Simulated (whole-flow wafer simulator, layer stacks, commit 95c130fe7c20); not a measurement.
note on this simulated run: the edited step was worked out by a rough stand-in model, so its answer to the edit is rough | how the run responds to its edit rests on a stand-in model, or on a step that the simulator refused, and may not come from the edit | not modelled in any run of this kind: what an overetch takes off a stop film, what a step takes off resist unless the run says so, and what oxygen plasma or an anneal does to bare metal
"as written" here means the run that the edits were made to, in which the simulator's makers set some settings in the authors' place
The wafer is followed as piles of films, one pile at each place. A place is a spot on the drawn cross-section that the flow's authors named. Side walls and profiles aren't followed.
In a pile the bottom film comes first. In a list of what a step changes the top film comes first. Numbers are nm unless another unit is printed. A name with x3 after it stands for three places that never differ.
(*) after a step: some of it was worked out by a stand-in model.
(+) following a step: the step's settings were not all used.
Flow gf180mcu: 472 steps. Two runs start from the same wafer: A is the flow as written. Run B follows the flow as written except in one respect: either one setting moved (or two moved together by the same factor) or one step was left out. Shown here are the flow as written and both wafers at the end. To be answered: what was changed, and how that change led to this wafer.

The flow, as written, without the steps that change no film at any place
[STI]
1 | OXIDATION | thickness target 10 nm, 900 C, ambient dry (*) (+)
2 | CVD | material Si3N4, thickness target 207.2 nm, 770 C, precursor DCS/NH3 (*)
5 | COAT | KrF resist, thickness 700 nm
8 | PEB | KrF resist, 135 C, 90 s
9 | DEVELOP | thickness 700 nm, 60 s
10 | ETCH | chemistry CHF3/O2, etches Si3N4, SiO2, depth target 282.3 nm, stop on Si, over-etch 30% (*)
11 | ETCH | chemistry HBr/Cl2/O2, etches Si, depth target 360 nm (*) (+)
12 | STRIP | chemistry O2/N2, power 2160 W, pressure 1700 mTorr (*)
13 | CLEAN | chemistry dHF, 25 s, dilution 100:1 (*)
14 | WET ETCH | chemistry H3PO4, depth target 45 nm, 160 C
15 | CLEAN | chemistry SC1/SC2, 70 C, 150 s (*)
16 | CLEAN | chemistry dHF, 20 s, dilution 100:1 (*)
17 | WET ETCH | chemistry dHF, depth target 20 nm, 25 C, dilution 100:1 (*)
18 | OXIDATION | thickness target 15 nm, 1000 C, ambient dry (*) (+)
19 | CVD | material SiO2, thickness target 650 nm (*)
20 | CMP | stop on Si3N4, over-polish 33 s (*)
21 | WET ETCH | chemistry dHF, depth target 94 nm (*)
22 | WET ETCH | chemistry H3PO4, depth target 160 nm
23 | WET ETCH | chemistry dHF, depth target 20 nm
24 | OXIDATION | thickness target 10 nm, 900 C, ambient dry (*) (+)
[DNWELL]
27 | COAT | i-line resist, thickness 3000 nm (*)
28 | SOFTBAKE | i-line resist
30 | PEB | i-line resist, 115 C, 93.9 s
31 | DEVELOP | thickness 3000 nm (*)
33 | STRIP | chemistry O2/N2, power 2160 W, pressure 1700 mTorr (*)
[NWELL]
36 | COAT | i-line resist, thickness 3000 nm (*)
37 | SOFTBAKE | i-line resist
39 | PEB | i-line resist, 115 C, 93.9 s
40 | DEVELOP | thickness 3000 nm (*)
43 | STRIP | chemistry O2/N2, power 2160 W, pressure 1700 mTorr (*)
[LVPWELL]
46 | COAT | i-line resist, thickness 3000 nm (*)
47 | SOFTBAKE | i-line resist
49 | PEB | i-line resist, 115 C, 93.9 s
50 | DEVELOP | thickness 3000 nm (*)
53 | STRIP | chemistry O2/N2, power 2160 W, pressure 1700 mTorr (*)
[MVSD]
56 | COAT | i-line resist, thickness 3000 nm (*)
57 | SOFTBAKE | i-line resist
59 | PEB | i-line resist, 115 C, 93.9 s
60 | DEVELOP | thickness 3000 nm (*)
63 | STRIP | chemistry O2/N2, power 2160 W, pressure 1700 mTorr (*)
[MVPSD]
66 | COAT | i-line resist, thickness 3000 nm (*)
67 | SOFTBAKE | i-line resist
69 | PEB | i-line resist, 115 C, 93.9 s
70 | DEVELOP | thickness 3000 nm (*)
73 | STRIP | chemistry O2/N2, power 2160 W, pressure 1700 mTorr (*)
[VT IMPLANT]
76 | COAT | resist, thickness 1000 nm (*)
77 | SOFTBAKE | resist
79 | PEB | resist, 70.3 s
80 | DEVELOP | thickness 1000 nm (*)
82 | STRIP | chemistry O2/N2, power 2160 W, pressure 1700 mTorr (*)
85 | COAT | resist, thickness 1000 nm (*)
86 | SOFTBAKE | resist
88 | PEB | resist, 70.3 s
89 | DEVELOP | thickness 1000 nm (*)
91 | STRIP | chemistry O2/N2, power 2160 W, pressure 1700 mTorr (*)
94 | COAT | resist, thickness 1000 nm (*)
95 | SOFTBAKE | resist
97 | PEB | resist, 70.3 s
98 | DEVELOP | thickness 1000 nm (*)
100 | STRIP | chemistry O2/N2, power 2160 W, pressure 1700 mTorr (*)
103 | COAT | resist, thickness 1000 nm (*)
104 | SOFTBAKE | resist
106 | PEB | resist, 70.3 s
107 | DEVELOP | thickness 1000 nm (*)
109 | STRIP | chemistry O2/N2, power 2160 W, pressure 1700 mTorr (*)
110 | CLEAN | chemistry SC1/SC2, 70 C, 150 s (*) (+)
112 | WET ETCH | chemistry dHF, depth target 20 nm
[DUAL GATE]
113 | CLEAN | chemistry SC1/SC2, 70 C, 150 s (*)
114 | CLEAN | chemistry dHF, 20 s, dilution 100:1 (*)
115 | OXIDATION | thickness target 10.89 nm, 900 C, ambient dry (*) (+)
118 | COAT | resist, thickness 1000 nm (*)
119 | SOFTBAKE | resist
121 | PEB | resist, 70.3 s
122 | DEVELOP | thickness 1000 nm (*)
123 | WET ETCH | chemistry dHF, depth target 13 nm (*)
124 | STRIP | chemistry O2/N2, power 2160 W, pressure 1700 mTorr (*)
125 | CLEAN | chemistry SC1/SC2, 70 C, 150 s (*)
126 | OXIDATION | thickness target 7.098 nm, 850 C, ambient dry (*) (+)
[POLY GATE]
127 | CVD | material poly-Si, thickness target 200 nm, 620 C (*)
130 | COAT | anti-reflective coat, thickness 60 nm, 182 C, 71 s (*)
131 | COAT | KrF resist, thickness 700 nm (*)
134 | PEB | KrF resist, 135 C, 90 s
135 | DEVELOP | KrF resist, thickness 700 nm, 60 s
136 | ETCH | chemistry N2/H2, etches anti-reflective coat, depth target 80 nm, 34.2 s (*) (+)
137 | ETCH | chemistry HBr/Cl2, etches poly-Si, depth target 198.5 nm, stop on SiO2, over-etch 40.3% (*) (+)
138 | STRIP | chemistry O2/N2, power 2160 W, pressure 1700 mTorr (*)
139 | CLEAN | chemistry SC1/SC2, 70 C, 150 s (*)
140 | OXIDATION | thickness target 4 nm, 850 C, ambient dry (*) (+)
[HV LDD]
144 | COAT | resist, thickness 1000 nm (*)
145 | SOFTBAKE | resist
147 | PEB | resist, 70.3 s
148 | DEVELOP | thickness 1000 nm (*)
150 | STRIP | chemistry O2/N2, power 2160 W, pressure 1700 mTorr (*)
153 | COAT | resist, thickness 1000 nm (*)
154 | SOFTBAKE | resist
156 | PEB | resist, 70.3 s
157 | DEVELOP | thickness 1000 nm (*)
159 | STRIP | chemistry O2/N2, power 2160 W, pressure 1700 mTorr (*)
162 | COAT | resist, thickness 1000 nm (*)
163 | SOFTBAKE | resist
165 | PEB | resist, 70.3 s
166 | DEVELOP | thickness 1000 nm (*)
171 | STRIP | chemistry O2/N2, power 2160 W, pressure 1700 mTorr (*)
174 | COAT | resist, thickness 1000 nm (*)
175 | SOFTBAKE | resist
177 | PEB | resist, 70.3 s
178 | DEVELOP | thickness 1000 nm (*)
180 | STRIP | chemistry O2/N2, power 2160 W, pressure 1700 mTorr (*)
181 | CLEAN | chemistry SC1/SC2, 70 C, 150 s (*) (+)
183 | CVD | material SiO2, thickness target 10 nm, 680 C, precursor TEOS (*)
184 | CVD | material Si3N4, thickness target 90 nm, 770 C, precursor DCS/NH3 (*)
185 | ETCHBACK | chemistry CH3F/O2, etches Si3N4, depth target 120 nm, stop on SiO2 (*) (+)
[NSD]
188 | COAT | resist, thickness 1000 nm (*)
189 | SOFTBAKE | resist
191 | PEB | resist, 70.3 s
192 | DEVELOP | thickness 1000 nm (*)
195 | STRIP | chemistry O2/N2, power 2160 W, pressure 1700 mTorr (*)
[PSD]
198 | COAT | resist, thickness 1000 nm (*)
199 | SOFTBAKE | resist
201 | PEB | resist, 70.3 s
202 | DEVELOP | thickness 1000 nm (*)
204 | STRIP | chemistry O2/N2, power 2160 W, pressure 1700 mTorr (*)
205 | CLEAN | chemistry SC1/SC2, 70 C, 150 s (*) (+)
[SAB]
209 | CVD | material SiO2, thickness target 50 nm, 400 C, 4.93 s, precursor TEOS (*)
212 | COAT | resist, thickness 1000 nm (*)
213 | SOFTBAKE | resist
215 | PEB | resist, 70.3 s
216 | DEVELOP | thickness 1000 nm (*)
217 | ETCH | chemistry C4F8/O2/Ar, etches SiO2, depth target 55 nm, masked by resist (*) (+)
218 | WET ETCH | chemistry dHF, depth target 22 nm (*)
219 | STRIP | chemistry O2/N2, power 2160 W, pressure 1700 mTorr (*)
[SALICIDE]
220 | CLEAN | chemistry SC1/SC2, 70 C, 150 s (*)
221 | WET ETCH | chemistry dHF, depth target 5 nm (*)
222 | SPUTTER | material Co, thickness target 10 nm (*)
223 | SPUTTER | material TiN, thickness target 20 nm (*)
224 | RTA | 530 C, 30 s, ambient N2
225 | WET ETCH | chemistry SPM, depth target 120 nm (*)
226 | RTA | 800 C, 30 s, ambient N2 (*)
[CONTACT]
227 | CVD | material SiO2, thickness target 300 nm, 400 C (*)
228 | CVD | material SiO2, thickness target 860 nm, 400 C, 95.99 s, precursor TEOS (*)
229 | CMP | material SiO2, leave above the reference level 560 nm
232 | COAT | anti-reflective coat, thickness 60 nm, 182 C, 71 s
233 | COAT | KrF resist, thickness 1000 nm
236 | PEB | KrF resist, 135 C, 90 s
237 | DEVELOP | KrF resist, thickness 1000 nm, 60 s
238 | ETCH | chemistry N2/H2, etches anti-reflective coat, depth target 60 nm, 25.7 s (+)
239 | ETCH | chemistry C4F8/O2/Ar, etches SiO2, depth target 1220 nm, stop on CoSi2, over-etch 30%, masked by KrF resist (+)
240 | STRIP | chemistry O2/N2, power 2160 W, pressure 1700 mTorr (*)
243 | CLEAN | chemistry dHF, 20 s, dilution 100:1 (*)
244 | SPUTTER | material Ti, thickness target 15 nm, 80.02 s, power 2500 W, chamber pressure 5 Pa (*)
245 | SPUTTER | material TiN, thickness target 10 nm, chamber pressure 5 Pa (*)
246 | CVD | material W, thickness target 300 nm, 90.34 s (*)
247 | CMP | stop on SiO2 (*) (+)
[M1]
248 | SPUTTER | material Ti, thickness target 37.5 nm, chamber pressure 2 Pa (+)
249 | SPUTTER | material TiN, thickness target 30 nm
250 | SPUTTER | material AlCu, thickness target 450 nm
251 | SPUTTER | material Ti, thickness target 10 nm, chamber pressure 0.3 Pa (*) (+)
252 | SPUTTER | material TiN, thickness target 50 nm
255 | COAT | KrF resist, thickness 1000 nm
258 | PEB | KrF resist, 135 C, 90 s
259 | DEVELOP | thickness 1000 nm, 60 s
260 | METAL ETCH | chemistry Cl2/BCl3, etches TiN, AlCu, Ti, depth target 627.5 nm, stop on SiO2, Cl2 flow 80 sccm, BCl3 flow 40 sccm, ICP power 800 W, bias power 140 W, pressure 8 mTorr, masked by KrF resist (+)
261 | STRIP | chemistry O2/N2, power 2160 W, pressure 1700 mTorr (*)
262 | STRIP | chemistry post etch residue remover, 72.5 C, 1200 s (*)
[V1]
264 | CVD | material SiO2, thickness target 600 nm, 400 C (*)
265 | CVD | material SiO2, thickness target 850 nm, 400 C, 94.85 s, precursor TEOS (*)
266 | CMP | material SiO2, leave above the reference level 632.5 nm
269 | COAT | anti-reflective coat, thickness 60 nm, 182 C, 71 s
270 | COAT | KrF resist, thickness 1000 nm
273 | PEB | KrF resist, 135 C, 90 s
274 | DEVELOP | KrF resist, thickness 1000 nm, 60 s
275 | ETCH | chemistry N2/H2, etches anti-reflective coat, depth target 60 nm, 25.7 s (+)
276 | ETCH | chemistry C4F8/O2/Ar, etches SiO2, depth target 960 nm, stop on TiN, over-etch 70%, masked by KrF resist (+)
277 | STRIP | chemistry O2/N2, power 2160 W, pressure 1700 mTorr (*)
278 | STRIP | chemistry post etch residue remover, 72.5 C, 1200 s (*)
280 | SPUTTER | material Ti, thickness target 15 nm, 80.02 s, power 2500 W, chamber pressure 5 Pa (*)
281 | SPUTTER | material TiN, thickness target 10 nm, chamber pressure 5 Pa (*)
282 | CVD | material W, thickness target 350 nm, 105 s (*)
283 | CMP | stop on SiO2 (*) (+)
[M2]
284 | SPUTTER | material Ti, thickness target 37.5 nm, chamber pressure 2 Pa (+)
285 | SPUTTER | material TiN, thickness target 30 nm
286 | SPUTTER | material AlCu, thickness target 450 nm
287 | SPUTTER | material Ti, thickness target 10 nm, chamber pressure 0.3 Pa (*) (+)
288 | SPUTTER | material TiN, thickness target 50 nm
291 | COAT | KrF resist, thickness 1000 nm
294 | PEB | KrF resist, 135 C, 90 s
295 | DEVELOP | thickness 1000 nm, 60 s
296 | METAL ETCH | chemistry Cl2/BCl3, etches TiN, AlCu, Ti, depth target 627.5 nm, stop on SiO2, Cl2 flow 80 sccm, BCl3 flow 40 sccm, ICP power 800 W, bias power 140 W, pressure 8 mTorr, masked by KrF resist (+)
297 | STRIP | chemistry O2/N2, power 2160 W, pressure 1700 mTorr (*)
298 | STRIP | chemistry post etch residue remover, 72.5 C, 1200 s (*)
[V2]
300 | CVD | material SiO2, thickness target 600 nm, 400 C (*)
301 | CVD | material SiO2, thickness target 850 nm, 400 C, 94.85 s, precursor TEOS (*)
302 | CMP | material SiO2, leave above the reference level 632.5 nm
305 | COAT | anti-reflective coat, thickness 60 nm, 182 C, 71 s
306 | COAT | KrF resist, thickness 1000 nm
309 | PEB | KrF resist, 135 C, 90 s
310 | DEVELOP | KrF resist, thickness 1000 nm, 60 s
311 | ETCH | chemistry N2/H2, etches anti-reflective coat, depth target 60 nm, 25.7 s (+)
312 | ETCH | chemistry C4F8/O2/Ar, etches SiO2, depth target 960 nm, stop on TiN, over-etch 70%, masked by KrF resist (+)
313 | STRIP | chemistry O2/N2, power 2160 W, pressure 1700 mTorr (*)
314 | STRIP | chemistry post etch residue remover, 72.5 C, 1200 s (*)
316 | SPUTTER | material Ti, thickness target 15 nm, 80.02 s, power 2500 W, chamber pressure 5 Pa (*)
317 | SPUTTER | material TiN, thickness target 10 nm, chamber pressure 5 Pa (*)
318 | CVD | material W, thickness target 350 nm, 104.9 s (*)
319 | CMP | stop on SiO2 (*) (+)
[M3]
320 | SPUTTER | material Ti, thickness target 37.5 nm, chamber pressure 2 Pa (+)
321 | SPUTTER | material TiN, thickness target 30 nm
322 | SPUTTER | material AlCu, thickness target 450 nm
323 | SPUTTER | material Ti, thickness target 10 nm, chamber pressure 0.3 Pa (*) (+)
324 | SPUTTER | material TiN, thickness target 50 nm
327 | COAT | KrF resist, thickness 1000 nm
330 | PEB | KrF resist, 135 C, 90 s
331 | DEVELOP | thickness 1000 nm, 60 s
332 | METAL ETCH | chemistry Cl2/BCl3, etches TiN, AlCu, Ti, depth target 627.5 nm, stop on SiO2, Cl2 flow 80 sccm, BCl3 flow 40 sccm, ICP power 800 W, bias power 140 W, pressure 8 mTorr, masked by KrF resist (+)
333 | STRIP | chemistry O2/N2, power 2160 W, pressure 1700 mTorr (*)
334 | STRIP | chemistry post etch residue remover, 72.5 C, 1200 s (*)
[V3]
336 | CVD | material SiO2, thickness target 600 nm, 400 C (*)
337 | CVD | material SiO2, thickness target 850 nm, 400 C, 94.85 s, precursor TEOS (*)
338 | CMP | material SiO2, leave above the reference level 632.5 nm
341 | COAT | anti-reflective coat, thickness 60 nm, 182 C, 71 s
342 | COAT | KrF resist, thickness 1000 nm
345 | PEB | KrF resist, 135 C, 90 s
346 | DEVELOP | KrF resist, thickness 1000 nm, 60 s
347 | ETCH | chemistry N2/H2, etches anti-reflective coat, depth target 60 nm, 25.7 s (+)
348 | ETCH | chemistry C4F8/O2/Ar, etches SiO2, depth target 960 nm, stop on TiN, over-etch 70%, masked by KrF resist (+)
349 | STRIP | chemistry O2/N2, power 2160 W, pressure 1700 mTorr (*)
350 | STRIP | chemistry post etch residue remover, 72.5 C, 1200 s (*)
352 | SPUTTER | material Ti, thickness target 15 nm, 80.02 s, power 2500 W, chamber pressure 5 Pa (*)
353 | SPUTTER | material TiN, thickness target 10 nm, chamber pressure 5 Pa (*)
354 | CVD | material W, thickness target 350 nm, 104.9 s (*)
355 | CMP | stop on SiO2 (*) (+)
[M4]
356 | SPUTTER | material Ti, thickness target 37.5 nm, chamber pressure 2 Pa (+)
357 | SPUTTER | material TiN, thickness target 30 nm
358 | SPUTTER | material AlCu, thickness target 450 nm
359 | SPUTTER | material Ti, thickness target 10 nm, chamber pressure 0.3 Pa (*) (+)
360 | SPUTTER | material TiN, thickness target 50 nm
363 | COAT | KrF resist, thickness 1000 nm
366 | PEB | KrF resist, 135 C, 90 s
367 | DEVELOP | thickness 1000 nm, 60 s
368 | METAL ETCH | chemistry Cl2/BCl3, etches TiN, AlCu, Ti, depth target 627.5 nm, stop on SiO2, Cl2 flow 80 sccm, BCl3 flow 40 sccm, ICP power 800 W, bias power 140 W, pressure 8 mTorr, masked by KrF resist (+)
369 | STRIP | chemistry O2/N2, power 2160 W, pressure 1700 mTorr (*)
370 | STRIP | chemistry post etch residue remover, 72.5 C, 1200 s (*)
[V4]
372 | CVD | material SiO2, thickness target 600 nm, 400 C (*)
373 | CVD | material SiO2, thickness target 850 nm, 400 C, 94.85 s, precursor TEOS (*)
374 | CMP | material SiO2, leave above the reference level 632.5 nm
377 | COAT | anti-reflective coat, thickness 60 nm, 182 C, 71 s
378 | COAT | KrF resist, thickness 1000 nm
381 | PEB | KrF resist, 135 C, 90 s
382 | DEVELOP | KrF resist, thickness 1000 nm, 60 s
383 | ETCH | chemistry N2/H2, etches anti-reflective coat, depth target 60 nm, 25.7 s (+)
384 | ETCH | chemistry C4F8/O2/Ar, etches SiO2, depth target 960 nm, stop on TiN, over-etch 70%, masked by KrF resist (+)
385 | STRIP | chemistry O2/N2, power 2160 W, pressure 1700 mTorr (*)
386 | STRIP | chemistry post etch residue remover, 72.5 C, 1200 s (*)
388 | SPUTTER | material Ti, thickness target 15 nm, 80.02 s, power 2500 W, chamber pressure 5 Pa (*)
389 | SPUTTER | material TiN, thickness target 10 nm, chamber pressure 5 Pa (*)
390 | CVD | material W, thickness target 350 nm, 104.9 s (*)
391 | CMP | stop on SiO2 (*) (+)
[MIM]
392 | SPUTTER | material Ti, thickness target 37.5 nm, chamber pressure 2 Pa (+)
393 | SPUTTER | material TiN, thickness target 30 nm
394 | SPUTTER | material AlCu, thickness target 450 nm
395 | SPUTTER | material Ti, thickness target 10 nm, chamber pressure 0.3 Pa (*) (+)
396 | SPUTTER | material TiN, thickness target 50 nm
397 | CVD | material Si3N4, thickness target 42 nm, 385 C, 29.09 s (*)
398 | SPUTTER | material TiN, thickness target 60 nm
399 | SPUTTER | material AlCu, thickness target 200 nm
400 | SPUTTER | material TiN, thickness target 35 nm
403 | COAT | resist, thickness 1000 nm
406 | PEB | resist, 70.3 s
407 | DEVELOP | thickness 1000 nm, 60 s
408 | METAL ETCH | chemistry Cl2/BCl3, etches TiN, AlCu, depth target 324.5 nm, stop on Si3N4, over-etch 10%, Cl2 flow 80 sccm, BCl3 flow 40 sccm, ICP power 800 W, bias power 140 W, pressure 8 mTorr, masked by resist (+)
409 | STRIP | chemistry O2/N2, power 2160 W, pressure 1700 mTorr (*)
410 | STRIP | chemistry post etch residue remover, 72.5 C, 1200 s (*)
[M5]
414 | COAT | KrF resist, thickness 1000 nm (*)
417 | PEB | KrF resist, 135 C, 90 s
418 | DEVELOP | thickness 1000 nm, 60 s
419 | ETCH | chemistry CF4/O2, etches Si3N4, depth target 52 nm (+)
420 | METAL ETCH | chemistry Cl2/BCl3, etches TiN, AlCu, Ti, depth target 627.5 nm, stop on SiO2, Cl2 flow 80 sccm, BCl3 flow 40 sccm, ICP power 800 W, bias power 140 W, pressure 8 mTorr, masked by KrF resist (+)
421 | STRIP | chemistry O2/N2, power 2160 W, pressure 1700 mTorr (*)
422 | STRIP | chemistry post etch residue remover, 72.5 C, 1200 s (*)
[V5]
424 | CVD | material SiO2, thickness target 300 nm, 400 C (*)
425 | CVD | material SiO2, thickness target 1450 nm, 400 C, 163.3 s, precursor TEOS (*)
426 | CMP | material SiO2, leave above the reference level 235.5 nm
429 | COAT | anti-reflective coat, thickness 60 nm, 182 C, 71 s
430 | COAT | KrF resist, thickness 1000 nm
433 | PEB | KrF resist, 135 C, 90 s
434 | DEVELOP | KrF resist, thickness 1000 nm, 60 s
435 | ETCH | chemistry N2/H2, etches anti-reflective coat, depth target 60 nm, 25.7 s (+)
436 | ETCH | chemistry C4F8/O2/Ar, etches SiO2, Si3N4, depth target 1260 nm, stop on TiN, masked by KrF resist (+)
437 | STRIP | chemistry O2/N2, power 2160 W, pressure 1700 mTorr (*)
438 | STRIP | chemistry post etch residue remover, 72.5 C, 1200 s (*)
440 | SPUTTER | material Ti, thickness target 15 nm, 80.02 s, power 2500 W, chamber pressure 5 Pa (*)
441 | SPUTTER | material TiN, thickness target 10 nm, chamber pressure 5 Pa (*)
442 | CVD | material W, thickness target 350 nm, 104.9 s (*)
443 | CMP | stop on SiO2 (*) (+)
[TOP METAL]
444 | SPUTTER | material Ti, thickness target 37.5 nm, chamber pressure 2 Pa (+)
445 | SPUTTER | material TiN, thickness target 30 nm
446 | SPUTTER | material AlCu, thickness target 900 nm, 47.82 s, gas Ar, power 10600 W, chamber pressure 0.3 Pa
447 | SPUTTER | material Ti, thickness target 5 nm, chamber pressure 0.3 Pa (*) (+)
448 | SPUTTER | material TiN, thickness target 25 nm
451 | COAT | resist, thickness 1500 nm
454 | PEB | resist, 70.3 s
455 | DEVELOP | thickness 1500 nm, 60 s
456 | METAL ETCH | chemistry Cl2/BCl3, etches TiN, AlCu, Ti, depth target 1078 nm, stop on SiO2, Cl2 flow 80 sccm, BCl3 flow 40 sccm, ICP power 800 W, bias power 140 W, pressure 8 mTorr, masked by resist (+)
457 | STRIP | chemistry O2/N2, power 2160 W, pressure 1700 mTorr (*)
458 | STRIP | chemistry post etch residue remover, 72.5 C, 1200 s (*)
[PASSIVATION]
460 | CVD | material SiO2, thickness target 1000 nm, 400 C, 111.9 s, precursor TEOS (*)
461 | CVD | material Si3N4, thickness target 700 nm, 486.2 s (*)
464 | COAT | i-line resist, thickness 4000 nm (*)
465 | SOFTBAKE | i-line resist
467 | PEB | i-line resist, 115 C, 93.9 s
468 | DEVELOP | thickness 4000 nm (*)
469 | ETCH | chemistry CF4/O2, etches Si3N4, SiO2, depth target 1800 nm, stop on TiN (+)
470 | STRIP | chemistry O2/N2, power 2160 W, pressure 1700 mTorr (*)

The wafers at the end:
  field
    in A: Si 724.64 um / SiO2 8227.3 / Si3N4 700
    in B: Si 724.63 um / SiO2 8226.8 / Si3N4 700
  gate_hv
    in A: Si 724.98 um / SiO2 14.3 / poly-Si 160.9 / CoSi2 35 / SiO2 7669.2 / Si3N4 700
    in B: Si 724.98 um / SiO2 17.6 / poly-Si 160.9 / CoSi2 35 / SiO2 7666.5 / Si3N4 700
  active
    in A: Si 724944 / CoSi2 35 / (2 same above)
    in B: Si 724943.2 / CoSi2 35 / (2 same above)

What caused this: step 115, OXIDATION: thickness target 14.59 nm was run, whereas the flow has thickness target 10.89 nm.

The path from the change to this, step by step:
  115 | OXIDATION | thickness target 10.89 nm, 900 C, ambient dry (*) (+)
      active, n_well, p_well and 40 more: A SiO2 gains 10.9 (new film), Si loses 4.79 | B SiO2 gains 14.6 (new film), Si loses 6.42
      sti, mim_1p0, pad and 19 more: A SiO2 gains 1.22, Si loses 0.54 | B SiO2 gains 1.94, Si loses 0.85
      (also at 27 further places)
  123 | WET ETCH | chemistry dHF, depth target 13 nm (*)
      active, n_well, p_well and 12 more: A SiO2 loses 10.9 (all of it) | B SiO2 loses 13
  124 | STRIP | chemistry O2/N2, power 2160 W, pressure 1700 mTorr (*)
      active, n_well, p_well and 12 more: A chemical SiO2 gains 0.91 (new film), Si loses 0.4 | B nothing
  126 | OXIDATION | thickness target 7.098 nm, 850 C, ambient dry (*) (+)
      active, n_well, p_well and 12 more: A SiO2 gains 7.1 (new film), chemical SiO2 loses 0.76 (all of it), Si loses 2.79 | B SiO2 gains 5.85, Si loses 2.57
  130 | COAT | anti-reflective coat, thickness 60 nm, 182 C, 71 s (*)
      p_well, spacer, sd_n: A anti-reflective coat gains 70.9 (new film) | B anti-reflective coat gains 72.4 (new film)
  136 | ETCH | chemistry N2/H2, etches anti-reflective coat, depth target 80 nm, 34.2 s (*) (+)
      p_well, spacer, sd_n: A anti-reflective coat loses 70.9 (all of it), poly-Si loses 0.85 | B anti-reflective coat loses 72.4 (all of it), poly-Si loses 0.81
  189 | SOFTBAKE | resist
      field__w9: A resist gains 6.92 | B resist loses 3.07
      active_hv: A resist gains 2.68 | B resist loses 0.57
      (also at 1 further place)
  199 | SOFTBAKE | resist
      field__w9: A resist gains 6.92 | B resist loses 3.07
      active_hv: A resist gains 2.68 | B resist loses 0.57
      (also at 1 further place)
  218 | WET ETCH | chemistry dHF, depth target 22 nm (*)
      ldn_tap, ldn_src, ldn_drn, ldp_tap, ldp_src, ldp_drn, ldp_gr: A SiO2 loses 16 (all of it) | B SiO2 loses 19.2 (all of it)
      ld_drn_n, ld_sd_p: A SiO2 loses 14.8 (all of it) | B SiO2 loses 18.1 (all of it)
      (also at 5 further places)
